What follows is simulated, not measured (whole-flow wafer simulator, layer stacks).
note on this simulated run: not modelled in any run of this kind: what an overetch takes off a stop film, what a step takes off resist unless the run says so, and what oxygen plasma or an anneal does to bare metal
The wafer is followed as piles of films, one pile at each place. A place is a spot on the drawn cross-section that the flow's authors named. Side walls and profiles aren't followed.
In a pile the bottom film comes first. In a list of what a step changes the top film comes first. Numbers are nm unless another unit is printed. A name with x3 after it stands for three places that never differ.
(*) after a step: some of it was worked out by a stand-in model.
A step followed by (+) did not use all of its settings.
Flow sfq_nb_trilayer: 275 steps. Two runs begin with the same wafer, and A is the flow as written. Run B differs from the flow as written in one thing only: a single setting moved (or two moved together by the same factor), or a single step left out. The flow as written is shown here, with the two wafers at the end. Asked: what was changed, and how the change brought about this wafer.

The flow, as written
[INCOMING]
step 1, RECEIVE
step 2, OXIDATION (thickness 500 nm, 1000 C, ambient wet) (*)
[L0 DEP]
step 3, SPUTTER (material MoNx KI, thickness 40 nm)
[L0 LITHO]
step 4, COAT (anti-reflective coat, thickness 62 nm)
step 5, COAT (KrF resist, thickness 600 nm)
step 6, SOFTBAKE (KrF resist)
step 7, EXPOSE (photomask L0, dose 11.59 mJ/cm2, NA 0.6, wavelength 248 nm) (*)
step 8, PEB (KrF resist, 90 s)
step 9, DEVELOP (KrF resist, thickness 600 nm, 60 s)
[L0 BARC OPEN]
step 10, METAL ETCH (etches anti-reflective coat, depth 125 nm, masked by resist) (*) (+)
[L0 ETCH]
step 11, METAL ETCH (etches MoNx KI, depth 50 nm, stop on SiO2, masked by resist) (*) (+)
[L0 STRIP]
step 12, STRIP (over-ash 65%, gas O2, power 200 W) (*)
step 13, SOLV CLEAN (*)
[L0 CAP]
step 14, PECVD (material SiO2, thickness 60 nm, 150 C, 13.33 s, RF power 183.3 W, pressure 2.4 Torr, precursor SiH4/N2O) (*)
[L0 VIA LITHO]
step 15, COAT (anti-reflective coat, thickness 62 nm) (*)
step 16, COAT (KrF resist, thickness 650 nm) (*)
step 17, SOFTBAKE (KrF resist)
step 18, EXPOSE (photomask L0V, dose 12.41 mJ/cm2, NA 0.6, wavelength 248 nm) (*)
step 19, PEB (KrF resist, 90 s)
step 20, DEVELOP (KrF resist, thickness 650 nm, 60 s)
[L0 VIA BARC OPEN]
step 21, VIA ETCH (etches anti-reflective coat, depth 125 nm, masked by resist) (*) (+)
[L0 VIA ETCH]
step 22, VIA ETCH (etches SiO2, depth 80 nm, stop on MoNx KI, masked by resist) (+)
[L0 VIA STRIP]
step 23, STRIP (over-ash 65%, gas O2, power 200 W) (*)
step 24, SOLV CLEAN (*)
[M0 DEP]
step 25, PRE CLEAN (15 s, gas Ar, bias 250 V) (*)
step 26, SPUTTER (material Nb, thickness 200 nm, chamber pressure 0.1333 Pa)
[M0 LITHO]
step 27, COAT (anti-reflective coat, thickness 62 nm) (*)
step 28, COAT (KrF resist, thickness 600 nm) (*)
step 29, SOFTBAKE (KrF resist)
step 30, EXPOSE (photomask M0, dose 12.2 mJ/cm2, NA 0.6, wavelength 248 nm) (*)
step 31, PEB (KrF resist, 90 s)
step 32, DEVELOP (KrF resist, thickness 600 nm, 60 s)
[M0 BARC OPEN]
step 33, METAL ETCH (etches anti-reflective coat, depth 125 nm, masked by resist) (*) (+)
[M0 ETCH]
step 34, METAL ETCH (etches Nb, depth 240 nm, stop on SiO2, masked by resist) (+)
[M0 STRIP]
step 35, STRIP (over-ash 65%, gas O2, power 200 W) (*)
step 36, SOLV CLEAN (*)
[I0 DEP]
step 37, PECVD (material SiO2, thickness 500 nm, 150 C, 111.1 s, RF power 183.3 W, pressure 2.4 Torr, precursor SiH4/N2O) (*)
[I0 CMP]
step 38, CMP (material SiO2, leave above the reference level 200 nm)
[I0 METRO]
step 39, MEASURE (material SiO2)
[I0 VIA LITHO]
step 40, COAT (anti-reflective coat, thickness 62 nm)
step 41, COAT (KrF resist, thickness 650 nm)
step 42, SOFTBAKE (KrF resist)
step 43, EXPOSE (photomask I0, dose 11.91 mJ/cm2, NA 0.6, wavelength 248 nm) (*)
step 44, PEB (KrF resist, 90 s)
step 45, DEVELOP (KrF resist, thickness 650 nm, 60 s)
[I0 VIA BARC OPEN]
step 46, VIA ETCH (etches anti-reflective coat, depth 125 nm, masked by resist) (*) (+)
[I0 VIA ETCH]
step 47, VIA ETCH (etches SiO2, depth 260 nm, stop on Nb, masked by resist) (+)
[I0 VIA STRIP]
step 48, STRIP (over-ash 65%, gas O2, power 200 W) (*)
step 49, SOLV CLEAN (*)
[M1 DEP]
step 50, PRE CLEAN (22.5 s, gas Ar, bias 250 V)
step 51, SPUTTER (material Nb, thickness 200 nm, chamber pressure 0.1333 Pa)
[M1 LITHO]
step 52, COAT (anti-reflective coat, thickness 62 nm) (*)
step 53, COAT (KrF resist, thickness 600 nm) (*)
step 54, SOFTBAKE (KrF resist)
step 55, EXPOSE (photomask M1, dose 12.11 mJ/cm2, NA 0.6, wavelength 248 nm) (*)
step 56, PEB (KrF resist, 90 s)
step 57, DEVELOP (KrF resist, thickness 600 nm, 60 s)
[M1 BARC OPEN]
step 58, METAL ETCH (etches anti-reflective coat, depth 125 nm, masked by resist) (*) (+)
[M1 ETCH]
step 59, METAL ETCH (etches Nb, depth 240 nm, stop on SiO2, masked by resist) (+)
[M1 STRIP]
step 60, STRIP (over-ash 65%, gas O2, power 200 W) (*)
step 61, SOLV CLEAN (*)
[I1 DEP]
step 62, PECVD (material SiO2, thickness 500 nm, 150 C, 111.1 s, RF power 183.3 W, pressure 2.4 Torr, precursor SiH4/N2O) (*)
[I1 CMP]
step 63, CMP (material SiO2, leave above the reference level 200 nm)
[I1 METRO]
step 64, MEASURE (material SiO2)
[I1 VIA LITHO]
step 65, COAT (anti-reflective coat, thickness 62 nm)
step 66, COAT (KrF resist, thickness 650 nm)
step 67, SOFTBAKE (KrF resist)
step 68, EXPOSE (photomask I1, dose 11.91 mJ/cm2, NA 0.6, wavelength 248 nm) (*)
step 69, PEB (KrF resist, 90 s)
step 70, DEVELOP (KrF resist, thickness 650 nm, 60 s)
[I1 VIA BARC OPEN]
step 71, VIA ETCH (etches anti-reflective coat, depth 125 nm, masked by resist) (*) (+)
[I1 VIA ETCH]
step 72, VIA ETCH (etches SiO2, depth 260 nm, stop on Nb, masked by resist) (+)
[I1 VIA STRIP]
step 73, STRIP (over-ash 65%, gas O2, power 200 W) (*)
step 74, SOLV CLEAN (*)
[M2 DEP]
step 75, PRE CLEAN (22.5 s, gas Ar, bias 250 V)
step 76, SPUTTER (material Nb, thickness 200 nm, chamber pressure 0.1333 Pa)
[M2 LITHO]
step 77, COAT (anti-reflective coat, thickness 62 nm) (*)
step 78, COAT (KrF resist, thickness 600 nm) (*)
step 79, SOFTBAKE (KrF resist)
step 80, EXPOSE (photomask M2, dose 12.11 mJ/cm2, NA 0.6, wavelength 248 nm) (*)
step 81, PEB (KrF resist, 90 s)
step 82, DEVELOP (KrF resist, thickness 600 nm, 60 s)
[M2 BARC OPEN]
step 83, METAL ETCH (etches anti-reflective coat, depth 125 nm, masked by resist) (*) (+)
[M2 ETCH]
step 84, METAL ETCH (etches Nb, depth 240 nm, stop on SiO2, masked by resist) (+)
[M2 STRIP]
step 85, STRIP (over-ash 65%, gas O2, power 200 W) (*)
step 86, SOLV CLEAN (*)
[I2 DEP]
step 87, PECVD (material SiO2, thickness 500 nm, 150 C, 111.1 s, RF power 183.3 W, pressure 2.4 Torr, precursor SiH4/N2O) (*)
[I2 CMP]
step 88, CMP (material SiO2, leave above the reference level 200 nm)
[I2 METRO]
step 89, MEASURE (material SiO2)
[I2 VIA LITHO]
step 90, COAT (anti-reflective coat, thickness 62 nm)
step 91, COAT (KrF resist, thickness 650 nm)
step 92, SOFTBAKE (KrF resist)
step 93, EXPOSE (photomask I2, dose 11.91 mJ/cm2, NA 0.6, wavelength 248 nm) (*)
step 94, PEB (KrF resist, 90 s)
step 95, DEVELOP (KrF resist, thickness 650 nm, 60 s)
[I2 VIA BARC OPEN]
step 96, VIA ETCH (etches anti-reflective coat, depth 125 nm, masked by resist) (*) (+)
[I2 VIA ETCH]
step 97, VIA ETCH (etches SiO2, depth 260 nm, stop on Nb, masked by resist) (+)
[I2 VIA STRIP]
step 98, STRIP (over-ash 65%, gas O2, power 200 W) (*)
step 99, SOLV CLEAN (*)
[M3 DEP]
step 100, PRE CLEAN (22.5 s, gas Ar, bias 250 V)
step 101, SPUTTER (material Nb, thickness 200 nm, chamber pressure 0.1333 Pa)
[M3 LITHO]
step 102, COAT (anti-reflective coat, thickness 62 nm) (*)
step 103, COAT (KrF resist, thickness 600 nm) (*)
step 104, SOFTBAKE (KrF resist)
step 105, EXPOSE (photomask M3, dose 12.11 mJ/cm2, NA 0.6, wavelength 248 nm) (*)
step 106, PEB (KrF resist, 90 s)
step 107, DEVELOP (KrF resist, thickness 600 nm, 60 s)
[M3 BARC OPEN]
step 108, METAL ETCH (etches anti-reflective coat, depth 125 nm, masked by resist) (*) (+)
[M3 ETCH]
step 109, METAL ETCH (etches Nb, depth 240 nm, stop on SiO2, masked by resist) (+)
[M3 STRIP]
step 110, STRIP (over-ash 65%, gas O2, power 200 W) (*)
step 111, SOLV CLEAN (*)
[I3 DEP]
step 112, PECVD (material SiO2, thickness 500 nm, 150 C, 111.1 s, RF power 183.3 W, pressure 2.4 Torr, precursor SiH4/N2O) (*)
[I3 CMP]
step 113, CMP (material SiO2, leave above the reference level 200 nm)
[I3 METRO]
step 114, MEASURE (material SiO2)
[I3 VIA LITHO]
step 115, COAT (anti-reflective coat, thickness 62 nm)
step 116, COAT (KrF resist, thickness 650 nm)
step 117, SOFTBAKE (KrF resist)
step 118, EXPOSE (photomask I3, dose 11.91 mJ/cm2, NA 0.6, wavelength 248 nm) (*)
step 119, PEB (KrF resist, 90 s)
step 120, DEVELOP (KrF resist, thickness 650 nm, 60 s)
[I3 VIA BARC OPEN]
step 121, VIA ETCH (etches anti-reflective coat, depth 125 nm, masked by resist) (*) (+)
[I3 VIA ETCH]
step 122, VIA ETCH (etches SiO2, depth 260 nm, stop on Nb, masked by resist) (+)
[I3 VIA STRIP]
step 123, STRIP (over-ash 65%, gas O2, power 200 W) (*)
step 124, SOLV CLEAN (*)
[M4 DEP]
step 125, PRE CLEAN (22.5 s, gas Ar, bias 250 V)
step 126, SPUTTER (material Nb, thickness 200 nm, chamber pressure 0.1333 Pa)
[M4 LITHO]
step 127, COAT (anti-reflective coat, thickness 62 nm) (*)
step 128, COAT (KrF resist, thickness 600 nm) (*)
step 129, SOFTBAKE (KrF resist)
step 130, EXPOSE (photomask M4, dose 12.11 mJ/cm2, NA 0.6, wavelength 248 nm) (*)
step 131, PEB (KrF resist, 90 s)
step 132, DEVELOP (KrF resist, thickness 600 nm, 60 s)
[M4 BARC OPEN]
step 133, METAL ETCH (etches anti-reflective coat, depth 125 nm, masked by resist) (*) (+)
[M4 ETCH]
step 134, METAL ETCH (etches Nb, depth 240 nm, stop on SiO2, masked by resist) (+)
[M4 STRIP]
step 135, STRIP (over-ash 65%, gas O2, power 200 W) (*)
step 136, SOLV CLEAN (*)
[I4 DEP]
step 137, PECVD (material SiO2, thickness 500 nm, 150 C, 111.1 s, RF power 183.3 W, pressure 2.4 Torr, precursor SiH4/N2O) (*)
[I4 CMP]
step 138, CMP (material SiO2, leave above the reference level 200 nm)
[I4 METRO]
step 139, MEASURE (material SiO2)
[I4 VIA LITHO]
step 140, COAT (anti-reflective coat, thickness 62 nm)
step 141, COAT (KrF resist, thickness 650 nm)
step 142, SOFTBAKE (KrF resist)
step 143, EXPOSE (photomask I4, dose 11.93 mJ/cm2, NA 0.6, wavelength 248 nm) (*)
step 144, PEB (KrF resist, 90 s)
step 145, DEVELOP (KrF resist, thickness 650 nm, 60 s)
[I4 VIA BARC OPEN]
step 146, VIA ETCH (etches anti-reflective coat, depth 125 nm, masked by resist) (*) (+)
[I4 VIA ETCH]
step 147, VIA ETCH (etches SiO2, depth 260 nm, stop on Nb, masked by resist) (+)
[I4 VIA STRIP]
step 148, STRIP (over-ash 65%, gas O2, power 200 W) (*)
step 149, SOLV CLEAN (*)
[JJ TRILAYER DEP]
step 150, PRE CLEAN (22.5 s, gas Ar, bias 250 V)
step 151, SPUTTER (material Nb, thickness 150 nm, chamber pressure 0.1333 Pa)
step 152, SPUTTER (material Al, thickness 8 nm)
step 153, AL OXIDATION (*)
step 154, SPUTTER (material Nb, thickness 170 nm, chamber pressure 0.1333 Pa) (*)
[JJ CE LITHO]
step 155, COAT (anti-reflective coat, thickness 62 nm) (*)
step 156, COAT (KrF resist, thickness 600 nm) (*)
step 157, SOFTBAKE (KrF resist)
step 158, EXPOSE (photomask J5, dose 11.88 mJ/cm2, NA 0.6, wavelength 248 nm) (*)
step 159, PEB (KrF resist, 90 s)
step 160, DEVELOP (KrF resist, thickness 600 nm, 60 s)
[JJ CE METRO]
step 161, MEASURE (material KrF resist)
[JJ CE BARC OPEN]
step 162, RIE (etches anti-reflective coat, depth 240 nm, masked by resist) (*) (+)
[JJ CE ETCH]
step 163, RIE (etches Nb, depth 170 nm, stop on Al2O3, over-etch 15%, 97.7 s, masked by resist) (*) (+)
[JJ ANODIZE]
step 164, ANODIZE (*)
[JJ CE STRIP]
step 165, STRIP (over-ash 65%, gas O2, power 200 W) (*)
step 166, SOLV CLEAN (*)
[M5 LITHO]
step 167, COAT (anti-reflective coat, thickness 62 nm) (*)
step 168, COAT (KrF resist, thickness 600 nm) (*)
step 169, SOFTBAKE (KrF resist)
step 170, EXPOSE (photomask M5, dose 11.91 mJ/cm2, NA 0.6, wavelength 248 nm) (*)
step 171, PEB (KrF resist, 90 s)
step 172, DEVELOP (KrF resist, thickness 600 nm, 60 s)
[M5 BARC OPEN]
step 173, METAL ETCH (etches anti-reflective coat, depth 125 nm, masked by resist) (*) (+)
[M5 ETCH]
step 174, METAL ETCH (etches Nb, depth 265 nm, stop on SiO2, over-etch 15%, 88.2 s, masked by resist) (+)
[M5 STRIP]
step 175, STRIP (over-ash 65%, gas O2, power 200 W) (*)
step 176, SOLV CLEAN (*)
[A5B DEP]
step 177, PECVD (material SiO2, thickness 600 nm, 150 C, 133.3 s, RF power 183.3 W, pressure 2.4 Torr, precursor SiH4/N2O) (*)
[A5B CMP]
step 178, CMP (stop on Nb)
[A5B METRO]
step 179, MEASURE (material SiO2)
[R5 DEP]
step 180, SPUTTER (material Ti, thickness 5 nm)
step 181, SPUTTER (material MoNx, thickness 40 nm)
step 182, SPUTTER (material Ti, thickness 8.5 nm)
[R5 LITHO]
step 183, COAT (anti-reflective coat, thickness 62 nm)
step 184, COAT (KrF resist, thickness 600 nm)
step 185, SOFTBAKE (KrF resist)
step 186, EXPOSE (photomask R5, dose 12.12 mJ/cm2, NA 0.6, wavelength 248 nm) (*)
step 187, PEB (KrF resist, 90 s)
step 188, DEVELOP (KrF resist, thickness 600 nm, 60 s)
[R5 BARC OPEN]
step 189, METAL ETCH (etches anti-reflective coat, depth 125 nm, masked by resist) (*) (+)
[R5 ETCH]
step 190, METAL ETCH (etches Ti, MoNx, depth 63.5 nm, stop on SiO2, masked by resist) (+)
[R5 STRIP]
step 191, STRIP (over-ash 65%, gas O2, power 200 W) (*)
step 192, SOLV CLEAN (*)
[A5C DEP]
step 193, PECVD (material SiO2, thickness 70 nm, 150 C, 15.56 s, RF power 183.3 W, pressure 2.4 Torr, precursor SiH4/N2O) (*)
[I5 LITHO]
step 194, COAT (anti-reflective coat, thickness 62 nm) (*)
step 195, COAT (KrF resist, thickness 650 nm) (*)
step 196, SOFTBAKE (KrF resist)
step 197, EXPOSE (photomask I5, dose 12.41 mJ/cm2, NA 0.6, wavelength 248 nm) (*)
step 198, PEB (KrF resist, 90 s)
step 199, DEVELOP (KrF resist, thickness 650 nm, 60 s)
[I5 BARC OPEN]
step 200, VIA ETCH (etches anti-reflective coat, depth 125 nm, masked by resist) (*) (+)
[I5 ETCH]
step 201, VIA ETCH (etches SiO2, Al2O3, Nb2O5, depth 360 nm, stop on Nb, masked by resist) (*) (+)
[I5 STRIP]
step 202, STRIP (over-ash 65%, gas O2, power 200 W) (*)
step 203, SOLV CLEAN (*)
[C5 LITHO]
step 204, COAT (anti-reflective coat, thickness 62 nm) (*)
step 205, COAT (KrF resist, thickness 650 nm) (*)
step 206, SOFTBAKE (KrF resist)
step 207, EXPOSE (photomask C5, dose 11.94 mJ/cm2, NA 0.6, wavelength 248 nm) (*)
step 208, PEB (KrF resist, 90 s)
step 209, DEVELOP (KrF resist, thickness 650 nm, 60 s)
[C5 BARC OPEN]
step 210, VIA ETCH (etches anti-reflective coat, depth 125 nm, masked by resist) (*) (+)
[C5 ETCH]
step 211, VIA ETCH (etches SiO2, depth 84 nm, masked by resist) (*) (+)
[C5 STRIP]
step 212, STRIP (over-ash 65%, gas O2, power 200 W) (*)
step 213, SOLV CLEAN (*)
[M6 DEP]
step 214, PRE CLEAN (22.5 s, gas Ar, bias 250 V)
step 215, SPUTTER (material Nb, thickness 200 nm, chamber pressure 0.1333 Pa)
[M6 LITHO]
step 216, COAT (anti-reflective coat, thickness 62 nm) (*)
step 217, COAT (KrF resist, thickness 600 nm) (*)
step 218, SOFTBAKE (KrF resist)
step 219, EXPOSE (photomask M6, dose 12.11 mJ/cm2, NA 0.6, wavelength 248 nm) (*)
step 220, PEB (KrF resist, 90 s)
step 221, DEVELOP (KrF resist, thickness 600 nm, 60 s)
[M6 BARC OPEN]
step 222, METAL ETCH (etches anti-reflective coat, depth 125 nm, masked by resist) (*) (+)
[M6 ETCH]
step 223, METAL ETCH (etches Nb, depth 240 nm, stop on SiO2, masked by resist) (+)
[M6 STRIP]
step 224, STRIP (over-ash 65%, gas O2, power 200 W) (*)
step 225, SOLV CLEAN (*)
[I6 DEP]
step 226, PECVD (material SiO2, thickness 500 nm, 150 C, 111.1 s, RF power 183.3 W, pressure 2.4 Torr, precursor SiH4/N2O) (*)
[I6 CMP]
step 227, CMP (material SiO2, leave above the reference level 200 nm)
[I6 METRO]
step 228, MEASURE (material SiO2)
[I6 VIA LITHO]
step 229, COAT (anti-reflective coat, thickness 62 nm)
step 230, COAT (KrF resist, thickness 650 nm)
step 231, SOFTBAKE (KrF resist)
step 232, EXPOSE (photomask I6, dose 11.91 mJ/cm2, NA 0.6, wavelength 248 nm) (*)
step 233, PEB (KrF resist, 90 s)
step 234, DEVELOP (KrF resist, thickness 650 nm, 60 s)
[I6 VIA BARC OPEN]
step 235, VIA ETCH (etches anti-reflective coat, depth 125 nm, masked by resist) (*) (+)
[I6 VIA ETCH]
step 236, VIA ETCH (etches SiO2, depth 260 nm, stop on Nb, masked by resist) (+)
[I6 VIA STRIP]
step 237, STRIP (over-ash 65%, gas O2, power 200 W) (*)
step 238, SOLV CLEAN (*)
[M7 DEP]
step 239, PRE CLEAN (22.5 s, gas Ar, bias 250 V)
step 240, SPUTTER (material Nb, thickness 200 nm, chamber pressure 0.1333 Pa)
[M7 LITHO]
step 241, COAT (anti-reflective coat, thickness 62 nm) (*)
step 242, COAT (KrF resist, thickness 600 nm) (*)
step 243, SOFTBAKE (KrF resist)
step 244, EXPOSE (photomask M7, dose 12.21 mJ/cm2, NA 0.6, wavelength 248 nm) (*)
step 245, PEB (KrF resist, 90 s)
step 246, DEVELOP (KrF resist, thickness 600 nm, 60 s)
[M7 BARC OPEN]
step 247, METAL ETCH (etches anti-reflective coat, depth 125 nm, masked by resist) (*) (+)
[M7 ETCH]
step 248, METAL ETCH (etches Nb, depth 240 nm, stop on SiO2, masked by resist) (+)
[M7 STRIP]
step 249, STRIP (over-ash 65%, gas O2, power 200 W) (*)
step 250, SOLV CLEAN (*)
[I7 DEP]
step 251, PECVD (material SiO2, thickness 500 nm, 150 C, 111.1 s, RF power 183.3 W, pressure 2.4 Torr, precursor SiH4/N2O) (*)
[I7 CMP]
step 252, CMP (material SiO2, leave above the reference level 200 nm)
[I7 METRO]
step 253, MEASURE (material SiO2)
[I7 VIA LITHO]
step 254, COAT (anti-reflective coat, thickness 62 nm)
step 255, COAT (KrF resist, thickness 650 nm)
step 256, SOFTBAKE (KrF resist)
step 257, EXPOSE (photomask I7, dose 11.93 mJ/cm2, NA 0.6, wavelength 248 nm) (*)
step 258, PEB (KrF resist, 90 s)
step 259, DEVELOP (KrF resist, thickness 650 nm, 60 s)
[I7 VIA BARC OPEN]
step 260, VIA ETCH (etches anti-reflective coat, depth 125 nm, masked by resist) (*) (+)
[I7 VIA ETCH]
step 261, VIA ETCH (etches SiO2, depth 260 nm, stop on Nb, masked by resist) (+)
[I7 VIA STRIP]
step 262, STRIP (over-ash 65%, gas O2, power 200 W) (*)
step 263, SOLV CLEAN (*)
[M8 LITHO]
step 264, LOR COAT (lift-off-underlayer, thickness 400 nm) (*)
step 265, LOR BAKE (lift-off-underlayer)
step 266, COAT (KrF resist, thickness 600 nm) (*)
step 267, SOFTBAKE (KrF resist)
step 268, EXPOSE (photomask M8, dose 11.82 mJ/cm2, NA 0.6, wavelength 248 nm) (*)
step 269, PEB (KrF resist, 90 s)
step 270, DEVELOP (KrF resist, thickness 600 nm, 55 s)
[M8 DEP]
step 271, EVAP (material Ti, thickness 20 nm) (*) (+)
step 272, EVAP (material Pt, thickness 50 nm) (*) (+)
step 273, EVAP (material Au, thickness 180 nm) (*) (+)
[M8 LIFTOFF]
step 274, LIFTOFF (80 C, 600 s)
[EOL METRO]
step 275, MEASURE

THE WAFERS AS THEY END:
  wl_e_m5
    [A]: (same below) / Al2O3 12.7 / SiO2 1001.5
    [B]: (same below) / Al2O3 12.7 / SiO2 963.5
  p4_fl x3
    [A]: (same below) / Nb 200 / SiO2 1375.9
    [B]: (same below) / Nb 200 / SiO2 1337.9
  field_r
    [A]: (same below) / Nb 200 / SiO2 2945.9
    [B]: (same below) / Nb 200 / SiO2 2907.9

The reason: step 240, SPUTTER: thickness 162 nm was run, whereas the flow has thickness 200 nm.

Step by step, how the change led to this:
  step 240, SPUTTER (material Nb, thickness 200 nm, chamber pressure 0.1333 Pa)
      field_l, v_sur, via_wl and 102 more: A Nb gains 200 (new film) | B Nb gains 162 (new film)
      via_v: A Nb gains 161.1 | B Nb gains 130.4
  step 248, METAL ETCH (etches Nb, depth 240 nm, stop on SiO2, masked by resist) (+)
      field_l, field_r, lsp_l and 62 more: A Nb loses 200 (all of it) | B Nb loses 162 (all of it)
  step 251, PECVD (material SiO2, thickness 500 nm, 150 C, 111.1 s, RF power 183.3 W, pressure 2.4 Torr, precursor SiH4/N2O) (*)
      m7r_space_l x2: A SiO2 gains 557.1 | B SiO2 gains 519.1
  step 252, CMP (material SiO2, leave above the reference level 200 nm)
      field_l, p4_fl x3, p4_w1 x9 and 46 more: A SiO2 loses 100 | B SiO2 loses 138
      field_r, lsp_l: A SiO2 loses 77.7 | B SiO2 loses 119.9
      (also at 3 further places)
